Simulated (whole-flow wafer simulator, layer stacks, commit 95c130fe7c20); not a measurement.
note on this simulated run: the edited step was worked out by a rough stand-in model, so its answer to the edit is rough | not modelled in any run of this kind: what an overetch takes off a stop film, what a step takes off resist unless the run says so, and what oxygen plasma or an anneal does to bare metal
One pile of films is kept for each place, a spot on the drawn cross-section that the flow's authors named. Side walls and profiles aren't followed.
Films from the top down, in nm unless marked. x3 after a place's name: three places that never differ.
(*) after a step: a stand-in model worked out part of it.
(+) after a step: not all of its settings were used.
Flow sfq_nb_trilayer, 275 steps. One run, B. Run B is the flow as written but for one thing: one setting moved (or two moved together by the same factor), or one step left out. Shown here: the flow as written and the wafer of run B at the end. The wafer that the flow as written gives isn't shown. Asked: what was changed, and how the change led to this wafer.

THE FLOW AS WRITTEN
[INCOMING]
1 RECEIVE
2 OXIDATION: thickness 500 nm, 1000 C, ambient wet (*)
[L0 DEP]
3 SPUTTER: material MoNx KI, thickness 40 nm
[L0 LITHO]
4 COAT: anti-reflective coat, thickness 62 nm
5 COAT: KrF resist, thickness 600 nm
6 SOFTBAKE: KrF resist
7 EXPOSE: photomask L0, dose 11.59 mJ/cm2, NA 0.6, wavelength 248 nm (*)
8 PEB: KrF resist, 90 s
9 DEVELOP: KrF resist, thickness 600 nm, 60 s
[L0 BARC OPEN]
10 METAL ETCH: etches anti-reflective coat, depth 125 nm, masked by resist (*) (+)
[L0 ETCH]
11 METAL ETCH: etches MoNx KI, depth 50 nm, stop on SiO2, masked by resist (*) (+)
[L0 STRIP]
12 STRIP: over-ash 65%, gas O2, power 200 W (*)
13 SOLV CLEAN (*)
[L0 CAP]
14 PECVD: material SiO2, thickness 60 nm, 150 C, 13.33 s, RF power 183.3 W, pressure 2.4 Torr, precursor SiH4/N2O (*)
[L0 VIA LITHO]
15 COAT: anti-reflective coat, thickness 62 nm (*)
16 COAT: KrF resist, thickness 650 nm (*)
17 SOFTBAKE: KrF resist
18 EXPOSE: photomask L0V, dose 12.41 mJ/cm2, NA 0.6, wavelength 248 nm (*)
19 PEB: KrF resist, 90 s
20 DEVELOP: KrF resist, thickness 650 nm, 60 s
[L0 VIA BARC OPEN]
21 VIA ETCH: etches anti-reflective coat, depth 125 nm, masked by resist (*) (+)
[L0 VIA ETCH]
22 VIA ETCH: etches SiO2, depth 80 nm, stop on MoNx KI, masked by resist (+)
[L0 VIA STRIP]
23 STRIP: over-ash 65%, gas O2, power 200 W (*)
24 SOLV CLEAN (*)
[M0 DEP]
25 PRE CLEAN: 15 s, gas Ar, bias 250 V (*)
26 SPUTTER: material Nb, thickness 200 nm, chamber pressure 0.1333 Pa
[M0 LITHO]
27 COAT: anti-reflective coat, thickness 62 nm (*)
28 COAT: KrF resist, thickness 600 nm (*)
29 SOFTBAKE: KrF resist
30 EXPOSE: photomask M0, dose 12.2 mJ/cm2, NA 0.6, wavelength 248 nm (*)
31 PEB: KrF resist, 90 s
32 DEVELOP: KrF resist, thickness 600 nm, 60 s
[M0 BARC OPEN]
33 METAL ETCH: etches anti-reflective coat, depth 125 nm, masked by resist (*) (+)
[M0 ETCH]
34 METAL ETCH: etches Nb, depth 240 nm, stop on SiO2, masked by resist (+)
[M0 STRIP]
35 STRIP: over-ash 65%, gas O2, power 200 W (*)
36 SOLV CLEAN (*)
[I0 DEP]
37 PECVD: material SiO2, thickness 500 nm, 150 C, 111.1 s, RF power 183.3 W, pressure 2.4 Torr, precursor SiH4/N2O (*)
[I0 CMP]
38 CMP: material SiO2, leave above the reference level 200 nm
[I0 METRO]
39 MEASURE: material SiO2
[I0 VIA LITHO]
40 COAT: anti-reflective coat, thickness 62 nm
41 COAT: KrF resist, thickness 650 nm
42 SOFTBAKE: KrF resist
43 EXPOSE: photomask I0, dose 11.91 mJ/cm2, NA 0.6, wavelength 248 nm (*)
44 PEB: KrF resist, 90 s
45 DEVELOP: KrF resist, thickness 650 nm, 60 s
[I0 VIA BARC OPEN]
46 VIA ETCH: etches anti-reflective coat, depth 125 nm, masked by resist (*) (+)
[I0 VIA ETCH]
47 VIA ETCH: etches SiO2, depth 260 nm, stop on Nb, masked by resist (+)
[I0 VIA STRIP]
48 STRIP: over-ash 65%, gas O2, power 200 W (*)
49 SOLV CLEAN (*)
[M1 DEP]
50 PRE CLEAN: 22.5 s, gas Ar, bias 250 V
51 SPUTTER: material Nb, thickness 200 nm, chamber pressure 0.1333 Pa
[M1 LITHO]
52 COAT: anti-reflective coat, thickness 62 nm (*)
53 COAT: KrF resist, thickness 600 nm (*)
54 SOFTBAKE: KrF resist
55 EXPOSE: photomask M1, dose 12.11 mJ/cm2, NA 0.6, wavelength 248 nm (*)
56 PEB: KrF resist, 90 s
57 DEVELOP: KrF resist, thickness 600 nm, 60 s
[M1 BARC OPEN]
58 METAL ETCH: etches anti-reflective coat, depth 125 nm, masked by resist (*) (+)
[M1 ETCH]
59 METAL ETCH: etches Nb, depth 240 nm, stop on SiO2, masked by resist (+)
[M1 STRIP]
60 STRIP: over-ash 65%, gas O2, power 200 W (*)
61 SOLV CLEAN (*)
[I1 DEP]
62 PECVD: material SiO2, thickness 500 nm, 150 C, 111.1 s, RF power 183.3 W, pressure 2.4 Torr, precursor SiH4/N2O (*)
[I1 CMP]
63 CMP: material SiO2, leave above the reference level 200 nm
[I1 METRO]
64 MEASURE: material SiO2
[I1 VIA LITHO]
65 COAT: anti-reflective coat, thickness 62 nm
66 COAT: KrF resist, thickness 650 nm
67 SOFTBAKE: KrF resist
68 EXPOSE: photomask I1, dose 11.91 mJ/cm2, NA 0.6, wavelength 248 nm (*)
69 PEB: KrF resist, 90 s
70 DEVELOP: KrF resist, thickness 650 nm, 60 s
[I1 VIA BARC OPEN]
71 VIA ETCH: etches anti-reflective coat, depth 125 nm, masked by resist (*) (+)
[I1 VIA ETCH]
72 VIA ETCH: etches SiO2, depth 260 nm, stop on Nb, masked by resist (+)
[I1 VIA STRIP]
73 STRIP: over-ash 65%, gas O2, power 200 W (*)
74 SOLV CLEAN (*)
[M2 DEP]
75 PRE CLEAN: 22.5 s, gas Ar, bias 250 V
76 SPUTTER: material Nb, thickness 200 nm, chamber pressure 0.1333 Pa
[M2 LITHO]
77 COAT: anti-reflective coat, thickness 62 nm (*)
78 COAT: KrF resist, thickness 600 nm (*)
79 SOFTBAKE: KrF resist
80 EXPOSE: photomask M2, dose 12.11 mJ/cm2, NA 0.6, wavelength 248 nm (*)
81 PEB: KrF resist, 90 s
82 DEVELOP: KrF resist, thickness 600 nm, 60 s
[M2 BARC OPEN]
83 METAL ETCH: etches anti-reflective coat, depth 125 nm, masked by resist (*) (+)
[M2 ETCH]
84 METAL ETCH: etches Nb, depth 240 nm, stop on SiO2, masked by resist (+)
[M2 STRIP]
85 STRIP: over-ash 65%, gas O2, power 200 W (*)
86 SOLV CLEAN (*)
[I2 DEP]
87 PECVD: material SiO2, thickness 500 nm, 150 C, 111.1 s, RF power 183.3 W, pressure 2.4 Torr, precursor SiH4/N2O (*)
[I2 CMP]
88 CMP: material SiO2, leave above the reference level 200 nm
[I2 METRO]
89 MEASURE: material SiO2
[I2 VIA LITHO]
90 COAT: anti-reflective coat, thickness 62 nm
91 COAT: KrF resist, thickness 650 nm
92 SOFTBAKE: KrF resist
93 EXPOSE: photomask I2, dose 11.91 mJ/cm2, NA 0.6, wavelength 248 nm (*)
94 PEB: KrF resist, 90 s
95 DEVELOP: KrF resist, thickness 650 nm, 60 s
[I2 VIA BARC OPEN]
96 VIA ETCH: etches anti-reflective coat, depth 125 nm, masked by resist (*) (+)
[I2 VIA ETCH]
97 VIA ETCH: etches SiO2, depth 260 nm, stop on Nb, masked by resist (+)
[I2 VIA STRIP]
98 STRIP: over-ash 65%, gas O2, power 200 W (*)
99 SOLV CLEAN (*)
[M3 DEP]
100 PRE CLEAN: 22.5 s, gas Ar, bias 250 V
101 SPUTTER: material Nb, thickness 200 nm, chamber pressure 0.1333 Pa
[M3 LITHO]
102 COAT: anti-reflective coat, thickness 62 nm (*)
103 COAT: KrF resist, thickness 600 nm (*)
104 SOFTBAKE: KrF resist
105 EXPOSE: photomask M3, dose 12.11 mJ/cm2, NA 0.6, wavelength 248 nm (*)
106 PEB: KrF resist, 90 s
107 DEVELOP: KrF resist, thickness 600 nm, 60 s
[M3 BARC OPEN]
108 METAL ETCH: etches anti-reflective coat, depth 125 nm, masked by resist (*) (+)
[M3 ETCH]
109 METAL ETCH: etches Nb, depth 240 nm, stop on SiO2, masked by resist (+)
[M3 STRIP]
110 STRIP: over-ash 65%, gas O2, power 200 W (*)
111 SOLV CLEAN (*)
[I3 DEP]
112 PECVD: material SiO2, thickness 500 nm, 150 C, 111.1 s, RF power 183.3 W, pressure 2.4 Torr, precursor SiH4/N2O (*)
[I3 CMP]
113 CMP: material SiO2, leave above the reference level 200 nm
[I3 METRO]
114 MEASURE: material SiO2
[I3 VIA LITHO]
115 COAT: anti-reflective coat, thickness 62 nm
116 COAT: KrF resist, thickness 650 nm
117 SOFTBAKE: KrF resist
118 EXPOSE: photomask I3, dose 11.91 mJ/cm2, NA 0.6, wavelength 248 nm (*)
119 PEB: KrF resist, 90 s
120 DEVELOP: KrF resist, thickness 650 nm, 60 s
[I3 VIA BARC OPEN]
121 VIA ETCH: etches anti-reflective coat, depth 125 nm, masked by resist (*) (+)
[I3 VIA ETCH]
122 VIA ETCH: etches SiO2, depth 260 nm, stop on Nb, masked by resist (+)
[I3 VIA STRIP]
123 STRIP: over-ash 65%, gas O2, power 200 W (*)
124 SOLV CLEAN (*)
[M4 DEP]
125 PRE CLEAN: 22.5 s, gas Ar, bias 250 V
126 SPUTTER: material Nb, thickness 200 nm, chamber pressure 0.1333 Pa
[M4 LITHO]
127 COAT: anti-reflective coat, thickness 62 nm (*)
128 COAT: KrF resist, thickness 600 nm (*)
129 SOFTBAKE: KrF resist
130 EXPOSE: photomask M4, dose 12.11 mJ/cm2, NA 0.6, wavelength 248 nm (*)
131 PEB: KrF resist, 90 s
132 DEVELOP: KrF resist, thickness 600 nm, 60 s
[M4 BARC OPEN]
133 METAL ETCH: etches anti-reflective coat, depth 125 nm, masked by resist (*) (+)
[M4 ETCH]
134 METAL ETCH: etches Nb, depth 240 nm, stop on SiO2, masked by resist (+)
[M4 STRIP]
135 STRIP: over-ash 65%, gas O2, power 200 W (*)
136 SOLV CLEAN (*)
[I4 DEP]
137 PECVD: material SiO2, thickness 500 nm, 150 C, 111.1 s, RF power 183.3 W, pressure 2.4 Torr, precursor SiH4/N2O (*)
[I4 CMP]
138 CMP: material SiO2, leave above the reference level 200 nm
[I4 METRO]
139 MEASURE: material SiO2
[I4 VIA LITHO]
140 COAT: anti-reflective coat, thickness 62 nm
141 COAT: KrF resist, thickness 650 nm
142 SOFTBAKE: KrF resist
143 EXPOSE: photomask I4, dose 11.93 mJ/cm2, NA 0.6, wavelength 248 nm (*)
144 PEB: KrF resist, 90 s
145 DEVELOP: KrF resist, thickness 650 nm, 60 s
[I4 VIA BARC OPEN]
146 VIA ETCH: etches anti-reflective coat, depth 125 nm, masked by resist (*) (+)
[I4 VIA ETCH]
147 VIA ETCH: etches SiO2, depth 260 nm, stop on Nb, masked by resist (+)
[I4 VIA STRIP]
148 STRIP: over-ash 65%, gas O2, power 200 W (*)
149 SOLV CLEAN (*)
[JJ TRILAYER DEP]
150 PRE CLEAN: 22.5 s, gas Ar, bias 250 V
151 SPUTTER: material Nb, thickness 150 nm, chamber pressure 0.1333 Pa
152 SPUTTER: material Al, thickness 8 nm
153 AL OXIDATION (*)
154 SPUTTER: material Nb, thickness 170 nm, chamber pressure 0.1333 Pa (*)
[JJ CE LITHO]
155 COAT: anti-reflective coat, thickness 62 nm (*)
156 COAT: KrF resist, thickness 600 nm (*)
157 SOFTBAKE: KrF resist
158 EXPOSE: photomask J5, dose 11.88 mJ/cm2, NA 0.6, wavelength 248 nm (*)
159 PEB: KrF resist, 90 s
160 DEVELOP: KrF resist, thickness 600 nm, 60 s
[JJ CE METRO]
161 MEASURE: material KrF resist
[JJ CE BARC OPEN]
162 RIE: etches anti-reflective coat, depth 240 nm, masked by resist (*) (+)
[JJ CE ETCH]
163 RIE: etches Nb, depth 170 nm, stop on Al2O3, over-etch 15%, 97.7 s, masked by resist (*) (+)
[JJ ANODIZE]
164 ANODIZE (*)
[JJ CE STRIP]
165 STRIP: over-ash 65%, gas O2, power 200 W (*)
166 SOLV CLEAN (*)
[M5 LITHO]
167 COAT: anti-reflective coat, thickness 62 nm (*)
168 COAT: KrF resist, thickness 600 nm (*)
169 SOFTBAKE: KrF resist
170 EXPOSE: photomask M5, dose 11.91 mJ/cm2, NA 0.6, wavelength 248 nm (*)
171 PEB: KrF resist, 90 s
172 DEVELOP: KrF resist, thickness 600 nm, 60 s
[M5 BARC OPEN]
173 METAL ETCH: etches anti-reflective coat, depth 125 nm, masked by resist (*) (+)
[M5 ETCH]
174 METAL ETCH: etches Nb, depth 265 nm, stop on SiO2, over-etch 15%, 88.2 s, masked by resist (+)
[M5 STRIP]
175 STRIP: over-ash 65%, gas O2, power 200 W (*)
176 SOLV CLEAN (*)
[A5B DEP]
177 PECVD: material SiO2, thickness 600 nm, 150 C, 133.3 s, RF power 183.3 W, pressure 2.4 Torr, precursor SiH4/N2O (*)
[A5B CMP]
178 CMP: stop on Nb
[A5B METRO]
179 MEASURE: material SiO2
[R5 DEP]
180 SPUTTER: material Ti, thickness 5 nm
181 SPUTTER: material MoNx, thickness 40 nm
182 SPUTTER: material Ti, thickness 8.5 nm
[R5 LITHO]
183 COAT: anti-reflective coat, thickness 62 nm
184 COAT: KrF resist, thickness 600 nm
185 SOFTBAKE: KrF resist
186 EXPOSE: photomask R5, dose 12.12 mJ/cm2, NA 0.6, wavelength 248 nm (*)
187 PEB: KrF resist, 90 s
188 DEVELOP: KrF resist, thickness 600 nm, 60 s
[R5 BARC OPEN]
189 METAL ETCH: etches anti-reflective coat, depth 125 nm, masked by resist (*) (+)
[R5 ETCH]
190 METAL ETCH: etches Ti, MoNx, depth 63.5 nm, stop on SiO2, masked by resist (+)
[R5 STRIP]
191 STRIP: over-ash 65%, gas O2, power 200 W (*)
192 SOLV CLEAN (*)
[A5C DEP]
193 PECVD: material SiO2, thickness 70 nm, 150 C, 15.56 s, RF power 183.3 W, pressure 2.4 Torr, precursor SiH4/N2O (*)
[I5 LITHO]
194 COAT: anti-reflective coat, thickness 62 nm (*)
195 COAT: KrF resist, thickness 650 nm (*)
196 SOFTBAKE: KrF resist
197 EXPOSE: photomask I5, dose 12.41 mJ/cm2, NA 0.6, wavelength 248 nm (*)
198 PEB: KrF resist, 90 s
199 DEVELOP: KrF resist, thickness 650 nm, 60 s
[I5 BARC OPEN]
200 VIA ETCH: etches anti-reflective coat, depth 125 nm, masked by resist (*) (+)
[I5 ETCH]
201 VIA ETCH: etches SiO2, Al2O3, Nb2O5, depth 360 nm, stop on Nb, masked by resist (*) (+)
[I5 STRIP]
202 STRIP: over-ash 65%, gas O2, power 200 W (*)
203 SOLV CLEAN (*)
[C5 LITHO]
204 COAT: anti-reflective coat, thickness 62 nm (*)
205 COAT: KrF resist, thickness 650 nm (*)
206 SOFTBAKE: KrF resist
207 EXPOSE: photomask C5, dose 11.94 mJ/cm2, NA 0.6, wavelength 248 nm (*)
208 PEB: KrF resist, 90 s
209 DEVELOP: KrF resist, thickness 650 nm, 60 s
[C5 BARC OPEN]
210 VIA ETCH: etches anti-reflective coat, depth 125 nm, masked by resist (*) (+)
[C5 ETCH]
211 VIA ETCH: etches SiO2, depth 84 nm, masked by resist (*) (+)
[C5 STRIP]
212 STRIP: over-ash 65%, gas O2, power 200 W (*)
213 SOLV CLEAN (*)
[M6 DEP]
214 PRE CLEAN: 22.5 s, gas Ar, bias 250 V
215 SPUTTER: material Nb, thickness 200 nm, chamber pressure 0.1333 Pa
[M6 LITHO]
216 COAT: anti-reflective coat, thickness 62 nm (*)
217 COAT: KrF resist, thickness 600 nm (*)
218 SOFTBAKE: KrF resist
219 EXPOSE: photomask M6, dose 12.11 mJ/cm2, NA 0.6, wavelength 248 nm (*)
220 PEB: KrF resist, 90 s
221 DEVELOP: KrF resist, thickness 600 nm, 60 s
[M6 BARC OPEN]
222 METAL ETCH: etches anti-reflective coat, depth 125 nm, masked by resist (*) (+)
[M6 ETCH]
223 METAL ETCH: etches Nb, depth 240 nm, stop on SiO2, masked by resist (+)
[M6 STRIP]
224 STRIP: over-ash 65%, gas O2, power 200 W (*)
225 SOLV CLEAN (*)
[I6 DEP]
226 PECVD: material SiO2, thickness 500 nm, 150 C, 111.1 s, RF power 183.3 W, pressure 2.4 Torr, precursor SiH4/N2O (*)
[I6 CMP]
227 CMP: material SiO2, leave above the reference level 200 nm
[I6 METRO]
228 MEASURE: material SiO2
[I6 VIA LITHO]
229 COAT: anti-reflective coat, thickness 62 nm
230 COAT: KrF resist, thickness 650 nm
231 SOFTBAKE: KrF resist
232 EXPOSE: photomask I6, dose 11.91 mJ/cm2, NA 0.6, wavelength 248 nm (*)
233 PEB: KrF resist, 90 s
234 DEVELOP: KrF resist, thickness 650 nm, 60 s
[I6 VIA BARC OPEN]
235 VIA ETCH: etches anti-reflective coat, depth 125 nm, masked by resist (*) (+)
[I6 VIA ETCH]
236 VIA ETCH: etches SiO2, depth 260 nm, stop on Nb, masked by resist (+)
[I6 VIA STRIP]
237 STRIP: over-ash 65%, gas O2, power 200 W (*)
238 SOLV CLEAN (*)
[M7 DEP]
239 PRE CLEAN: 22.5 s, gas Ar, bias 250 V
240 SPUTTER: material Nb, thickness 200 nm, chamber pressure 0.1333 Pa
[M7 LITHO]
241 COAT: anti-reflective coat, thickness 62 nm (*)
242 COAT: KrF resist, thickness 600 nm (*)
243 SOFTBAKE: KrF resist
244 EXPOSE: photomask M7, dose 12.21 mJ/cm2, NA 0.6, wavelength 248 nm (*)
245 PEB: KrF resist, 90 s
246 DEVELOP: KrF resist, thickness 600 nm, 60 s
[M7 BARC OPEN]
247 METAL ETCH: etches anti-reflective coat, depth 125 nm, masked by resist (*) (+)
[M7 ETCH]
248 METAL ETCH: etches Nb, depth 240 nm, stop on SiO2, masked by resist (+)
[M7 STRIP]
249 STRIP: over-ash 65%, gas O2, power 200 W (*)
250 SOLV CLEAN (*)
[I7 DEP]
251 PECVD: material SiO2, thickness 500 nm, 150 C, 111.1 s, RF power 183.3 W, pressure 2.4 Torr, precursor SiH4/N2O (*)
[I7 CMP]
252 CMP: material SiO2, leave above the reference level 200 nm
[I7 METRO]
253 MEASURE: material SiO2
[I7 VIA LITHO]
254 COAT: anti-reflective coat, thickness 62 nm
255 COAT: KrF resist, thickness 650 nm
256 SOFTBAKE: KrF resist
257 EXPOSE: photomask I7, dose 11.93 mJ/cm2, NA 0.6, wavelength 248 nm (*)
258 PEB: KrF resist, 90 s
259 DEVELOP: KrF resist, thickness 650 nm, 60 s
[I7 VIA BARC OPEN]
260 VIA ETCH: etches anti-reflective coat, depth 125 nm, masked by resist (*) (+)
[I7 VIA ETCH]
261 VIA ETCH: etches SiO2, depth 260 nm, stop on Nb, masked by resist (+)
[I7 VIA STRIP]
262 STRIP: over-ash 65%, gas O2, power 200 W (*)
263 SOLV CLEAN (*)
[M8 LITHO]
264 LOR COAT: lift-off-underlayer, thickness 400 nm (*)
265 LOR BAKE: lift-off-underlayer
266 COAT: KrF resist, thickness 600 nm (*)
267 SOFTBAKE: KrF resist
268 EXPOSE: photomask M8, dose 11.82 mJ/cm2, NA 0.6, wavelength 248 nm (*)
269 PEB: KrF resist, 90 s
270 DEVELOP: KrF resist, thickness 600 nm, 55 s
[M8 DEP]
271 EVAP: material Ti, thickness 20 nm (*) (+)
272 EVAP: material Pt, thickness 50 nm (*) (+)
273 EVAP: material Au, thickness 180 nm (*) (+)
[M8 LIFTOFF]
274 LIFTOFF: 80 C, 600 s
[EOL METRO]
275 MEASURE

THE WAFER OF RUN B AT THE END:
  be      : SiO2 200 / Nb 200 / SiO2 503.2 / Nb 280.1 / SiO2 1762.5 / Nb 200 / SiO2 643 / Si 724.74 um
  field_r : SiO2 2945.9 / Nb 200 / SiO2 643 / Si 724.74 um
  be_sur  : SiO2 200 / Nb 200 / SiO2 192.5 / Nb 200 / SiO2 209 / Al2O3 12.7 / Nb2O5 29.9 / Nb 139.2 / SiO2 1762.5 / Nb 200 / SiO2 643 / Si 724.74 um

The cause: step 2, OXIDATION: thickness 588 nm was run, where the flow has thickness 500 nm.

How the change led to this, step by step:
  2 OXIDATION: thickness 500 nm, 1000 C, ambient wet (*)
      field_l, v_sur, via_wl and 103 more: SiO2 +588 (new film), chemical SiO2 -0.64 (all of it), Si -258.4 (as written it would be: SiO2 +500 (new film), chemical SiO2 -0.64 (all of it), Si -219.7)
